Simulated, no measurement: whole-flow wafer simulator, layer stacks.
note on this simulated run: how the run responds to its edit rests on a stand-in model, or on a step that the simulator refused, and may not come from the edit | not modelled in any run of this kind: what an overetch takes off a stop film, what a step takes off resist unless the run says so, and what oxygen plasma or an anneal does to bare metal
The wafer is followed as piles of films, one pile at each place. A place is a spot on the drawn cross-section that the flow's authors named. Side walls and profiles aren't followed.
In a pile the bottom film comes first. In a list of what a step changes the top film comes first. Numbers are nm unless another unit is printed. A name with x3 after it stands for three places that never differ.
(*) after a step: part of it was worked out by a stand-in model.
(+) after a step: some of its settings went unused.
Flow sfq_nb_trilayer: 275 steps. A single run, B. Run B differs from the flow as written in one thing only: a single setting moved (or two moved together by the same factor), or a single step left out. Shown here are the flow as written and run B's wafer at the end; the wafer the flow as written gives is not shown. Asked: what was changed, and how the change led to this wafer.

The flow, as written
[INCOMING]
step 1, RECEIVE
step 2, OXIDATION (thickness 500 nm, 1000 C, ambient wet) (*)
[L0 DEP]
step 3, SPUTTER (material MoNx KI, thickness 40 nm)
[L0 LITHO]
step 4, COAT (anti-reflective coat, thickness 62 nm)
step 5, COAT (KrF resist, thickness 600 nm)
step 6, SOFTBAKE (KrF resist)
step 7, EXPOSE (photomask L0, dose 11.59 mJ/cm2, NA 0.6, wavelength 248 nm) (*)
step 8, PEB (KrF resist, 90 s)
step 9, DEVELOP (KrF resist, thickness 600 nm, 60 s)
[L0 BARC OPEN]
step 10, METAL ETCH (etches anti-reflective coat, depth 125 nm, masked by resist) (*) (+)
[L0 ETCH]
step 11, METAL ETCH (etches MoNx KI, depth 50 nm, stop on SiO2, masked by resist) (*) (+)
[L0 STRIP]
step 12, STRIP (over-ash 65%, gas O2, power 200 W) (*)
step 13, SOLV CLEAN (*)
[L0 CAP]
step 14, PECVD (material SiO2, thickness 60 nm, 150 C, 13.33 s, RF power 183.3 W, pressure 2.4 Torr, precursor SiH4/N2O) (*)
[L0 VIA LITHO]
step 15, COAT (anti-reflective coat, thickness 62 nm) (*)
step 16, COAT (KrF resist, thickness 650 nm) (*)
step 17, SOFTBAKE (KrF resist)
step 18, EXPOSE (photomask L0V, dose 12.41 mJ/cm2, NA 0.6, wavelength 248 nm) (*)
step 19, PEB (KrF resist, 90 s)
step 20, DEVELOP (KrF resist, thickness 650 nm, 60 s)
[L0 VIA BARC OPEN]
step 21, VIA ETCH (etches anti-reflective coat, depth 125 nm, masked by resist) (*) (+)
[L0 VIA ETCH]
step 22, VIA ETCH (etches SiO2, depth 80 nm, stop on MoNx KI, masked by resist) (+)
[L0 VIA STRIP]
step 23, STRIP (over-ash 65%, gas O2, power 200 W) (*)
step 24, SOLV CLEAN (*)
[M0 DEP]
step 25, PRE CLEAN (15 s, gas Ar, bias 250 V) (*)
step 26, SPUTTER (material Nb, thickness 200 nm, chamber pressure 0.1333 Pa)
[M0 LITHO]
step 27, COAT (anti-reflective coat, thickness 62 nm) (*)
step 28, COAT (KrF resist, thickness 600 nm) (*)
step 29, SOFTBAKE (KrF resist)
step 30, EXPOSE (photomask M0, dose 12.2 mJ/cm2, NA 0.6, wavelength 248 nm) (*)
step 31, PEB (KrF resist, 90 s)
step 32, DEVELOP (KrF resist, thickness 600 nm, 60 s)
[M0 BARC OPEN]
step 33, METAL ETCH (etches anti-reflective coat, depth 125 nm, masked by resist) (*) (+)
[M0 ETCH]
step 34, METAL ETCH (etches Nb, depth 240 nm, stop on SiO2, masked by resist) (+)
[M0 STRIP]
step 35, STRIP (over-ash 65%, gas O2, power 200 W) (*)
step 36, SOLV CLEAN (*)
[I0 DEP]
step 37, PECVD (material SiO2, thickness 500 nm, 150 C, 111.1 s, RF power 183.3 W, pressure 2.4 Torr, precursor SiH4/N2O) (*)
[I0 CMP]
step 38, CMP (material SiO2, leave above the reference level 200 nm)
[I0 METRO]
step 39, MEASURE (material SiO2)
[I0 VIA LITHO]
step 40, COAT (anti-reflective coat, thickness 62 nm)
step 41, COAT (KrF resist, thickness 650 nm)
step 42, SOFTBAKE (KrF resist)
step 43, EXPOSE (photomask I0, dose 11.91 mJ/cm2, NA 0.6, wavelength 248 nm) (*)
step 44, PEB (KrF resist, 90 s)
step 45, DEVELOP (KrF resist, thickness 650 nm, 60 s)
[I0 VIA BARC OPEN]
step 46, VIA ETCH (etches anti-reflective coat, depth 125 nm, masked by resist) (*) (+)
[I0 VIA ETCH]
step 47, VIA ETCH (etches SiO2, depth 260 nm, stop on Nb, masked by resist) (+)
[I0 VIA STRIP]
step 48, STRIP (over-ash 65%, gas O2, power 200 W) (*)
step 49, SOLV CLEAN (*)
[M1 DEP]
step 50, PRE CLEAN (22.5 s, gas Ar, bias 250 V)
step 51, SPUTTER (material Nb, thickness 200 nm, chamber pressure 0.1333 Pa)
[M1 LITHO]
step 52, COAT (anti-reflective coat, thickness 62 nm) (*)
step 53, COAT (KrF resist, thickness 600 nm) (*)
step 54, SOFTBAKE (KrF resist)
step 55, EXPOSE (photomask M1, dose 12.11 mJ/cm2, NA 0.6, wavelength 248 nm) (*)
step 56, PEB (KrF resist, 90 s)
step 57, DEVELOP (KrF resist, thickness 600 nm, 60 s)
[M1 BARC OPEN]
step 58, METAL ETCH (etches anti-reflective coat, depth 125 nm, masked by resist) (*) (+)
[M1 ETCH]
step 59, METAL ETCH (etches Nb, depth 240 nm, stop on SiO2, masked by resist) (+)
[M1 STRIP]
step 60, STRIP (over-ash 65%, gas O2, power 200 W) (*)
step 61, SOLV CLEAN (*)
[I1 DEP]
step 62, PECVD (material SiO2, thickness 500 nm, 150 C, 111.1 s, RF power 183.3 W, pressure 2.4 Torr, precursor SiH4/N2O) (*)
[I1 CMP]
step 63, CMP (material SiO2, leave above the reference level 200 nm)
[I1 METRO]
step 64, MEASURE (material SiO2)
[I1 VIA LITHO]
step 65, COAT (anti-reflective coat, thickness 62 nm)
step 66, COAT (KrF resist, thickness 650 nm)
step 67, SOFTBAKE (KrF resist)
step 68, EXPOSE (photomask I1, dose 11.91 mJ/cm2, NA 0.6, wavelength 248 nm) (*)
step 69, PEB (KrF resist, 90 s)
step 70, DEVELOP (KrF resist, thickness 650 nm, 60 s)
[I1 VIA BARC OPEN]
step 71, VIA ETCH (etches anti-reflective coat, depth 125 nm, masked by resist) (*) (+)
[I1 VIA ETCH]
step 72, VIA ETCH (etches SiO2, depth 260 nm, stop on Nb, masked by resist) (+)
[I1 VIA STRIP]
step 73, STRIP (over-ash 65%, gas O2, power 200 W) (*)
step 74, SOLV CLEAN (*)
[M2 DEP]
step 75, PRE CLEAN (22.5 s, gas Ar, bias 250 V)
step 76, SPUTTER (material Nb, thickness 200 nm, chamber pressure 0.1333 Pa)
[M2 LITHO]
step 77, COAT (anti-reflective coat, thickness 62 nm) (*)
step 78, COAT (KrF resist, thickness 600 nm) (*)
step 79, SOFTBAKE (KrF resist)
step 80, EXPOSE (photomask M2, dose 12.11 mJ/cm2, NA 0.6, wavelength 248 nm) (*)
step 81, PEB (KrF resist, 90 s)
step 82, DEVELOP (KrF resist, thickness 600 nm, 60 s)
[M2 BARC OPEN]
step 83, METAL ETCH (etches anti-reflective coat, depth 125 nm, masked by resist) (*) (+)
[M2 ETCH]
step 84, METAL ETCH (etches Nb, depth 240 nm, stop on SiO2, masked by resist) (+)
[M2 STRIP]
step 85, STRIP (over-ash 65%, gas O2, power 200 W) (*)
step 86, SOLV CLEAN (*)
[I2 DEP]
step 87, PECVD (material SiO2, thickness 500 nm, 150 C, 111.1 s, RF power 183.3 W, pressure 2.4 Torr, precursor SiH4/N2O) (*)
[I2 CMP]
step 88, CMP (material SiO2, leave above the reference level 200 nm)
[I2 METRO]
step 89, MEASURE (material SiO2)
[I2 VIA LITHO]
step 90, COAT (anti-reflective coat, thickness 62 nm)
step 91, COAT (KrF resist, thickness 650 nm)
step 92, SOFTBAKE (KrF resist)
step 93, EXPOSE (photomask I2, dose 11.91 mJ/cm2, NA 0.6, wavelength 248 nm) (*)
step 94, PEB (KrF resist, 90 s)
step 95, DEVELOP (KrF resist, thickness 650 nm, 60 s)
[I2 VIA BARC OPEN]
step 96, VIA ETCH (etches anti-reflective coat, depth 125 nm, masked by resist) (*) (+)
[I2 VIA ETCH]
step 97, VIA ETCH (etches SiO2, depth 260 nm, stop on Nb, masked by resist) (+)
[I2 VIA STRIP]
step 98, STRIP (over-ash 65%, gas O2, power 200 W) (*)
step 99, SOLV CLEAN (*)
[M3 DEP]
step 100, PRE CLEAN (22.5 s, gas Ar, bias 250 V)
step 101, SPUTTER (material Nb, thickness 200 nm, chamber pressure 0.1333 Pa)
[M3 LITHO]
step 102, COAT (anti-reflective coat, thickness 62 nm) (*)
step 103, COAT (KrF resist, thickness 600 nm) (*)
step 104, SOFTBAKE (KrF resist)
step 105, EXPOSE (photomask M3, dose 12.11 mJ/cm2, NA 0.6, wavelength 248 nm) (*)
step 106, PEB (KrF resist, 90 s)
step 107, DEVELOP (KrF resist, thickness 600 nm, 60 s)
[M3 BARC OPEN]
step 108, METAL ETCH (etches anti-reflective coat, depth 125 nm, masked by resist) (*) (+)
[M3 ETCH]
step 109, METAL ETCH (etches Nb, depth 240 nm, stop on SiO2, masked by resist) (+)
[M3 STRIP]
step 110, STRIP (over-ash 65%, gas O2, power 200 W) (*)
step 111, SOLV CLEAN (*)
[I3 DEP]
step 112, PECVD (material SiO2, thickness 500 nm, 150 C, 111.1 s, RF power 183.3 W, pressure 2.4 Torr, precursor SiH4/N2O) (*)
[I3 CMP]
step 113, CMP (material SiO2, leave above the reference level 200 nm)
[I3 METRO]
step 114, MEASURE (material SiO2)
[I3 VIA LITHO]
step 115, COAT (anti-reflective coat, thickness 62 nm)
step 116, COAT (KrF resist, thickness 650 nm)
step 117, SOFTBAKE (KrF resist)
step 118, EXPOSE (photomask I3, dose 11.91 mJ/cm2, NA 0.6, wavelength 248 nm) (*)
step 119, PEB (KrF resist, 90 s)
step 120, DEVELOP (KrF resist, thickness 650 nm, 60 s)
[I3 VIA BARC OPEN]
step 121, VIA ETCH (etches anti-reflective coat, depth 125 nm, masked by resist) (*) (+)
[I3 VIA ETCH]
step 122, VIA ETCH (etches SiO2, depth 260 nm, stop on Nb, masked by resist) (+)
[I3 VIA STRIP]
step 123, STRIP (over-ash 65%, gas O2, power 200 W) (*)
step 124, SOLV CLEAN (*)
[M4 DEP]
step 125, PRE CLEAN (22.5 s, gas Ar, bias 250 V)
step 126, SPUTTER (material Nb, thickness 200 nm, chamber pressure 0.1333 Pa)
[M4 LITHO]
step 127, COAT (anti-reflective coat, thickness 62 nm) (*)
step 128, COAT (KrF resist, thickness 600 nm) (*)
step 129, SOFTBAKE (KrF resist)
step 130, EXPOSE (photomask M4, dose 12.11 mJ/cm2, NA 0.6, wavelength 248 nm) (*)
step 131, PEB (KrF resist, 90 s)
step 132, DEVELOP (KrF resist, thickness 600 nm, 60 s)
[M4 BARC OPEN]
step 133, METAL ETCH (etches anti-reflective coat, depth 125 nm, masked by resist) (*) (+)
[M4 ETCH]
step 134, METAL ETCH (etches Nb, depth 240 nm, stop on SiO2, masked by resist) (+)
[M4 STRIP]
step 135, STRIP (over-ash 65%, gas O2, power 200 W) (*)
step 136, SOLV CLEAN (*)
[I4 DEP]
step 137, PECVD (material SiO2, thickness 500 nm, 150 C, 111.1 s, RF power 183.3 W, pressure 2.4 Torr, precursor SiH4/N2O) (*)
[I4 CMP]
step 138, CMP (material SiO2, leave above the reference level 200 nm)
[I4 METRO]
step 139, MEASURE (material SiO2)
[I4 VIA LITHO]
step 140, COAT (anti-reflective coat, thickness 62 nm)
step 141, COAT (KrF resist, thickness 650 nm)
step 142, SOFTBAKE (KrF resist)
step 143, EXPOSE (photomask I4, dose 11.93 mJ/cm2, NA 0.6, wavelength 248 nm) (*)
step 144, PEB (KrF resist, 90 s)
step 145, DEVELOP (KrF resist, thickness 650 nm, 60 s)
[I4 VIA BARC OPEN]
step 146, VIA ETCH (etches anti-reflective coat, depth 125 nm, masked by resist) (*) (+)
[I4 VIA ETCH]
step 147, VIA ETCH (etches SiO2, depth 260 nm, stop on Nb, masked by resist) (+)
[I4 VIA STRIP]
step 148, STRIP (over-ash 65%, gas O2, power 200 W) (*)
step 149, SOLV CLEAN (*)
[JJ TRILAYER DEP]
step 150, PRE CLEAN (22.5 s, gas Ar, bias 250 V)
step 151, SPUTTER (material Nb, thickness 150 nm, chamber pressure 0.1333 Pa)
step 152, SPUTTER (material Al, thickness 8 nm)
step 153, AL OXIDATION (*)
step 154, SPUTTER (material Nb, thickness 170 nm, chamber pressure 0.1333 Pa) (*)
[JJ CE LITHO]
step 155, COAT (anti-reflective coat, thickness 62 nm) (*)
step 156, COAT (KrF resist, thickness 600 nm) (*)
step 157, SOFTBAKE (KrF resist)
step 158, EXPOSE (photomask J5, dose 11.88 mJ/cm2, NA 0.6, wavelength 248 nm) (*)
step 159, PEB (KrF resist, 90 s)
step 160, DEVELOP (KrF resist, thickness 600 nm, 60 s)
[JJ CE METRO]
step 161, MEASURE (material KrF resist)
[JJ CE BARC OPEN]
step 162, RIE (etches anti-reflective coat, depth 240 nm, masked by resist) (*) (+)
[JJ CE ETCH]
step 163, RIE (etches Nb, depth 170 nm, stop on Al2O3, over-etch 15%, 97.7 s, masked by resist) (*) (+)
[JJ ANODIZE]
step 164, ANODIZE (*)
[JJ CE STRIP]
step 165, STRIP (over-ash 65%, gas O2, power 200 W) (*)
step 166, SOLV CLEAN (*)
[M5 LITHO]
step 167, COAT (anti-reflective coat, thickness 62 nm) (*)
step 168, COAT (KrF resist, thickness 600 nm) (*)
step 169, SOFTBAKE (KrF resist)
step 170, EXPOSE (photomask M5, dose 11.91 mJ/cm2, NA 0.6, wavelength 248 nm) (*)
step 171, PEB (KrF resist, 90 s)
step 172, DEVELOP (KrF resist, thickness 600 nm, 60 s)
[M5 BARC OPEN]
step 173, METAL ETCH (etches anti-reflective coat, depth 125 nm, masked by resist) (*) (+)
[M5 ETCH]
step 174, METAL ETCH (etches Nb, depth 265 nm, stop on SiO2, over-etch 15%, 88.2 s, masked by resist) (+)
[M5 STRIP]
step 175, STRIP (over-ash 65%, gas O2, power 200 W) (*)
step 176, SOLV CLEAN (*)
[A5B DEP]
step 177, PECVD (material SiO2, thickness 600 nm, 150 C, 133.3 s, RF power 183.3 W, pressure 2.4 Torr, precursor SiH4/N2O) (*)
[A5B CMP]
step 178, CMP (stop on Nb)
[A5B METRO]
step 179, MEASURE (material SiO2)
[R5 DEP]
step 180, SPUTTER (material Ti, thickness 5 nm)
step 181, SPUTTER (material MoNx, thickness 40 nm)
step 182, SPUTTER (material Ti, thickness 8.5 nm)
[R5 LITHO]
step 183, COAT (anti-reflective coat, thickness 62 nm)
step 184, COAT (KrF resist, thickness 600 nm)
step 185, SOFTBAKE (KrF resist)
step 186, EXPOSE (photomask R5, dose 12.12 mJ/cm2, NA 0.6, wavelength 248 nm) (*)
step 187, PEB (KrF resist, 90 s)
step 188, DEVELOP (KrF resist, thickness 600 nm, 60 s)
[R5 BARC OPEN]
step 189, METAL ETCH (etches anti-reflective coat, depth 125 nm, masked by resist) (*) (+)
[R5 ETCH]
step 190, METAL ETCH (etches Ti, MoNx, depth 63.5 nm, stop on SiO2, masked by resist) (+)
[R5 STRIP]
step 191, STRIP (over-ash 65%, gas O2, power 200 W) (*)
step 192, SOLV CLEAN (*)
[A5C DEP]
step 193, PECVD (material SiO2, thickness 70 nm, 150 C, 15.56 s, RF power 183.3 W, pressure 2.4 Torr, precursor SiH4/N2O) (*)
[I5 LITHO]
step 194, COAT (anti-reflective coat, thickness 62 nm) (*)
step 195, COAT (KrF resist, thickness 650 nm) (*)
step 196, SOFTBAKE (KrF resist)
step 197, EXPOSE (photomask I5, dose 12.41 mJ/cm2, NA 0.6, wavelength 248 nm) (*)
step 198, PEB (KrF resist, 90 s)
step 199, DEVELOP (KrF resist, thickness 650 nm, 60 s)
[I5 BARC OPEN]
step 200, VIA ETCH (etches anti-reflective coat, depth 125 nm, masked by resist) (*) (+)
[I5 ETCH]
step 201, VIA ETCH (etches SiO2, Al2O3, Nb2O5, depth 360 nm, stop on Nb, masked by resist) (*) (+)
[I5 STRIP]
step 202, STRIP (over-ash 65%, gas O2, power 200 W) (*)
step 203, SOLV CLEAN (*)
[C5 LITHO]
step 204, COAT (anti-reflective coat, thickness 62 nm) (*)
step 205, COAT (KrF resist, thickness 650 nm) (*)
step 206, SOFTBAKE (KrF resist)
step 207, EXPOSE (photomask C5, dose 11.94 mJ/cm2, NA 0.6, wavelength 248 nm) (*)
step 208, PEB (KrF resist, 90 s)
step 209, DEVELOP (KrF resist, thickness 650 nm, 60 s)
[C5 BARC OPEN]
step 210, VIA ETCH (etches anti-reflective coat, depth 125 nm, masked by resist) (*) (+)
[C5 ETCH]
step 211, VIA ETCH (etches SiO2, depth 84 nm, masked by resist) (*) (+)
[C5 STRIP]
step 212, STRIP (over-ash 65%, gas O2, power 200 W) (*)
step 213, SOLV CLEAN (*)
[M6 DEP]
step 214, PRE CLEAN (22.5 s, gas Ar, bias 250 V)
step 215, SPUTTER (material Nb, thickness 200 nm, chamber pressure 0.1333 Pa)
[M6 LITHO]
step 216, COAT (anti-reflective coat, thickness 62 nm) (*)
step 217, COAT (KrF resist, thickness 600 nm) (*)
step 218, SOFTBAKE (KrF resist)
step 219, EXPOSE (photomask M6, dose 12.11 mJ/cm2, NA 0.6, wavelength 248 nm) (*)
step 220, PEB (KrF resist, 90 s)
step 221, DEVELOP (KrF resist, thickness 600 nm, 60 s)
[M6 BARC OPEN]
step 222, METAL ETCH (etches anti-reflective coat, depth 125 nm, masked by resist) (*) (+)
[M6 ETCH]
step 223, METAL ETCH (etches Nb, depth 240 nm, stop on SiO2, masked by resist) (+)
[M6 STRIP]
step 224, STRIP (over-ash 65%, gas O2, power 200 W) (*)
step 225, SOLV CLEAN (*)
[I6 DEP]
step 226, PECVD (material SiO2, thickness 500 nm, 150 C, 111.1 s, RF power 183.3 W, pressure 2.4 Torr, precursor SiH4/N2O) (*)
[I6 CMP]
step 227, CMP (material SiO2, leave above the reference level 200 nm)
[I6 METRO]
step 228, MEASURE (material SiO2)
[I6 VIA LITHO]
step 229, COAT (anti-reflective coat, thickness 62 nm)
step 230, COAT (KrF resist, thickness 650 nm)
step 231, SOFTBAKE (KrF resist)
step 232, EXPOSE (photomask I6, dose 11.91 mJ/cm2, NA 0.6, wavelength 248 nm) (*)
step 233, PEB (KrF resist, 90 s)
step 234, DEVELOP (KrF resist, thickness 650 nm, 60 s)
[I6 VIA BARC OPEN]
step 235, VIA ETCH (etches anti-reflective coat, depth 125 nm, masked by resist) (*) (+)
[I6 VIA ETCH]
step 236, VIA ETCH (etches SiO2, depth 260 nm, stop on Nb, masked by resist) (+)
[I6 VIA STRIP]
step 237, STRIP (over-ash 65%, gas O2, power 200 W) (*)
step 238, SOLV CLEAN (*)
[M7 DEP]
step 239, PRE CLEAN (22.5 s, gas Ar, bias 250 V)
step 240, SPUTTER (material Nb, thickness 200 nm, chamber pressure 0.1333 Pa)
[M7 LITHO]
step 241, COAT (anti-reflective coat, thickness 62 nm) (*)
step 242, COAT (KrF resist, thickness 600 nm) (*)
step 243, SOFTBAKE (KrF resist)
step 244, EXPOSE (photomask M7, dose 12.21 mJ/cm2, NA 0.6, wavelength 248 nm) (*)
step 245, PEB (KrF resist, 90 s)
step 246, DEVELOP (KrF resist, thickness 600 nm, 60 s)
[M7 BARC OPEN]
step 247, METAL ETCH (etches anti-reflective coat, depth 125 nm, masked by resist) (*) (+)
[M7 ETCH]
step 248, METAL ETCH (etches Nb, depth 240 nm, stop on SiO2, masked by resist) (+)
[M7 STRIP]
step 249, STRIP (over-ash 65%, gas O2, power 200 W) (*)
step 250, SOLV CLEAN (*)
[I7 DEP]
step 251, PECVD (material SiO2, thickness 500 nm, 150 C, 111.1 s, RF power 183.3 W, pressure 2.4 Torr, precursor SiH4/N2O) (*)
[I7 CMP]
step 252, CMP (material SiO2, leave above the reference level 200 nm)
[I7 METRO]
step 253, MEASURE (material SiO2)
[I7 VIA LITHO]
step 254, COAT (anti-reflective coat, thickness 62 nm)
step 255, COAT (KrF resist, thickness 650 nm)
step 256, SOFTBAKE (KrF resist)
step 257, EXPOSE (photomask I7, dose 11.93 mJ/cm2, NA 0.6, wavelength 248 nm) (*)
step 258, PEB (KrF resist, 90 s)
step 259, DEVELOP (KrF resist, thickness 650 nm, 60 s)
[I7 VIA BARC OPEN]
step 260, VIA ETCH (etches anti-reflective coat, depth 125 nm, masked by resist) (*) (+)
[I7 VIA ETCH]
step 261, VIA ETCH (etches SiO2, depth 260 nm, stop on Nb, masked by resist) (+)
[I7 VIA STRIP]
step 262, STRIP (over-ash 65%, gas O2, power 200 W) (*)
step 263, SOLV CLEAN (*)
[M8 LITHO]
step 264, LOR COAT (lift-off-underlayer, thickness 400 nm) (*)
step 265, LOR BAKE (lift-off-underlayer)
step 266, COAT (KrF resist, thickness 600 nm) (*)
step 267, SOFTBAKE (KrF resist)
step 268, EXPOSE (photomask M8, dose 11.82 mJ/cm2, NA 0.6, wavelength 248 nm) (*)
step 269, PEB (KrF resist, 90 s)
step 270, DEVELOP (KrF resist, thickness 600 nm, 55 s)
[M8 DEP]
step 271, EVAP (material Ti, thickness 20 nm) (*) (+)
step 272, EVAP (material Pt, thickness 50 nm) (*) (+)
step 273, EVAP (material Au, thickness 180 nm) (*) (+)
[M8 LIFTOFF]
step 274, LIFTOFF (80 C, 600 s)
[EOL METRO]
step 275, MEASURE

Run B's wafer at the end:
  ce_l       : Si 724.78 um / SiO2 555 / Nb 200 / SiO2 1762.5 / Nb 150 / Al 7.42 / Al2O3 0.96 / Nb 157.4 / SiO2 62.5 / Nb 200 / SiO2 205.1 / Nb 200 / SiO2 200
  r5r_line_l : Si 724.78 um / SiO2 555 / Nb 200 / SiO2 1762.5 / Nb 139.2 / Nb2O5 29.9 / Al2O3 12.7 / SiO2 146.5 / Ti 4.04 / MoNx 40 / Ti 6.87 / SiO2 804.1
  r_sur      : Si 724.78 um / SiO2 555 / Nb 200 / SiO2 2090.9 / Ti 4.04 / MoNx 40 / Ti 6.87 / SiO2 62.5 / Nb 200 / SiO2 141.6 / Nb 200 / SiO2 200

What caused this: step 180, SPUTTER: thickness 4.04 nm was run, whereas the flow has thickness 5 nm; step 182, SPUTTER: thickness 6.868 nm was run, where the flow has thickness 8.5 nm.
One can read it off the wafer: r5r_line_l has Ti 4.04, and step 180 as written asks for 5 nm.

Step by step, how the change led to this:
  step 180, SPUTTER (material Ti, thickness 5 nm)
      field_l, v_sur, via_wl and 103 more: Ti gains 4.04 (new film) (as written it would have been: Ti gains 5 (new film))
  step 182, SPUTTER (material Ti, thickness 8.5 nm)
      field_l, v_sur, via_wl and 103 more: Ti gains 6.87 (new film) (as written it would have been: Ti gains 8.5 (new film))
  step 190, METAL ETCH (etches Ti, MoNx, depth 63.5 nm, stop on SiO2, masked by resist) (+)
      field_l, v_sur, via_wl and 92 more: Ti loses 6.87 (all of it), MoNx loses 40 (all of it), Ti loses 4.04 (all of it) (as written it would have been: Ti loses 8.5 (all of it), MoNx loses 40 (all of it), Ti loses 5 (all of it))
      ce_l, c5j, ce_r, wl_jj: Ti loses 6.87 (all of it), MoNx loses 40 (all of it), Ti loses 4.04 (all of it), Nb loses 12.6 (as written it would have been: Ti loses 8.5 (all of it), MoNx loses 40 (all of it), Ti loses 5 (all of it), Nb loses 10)
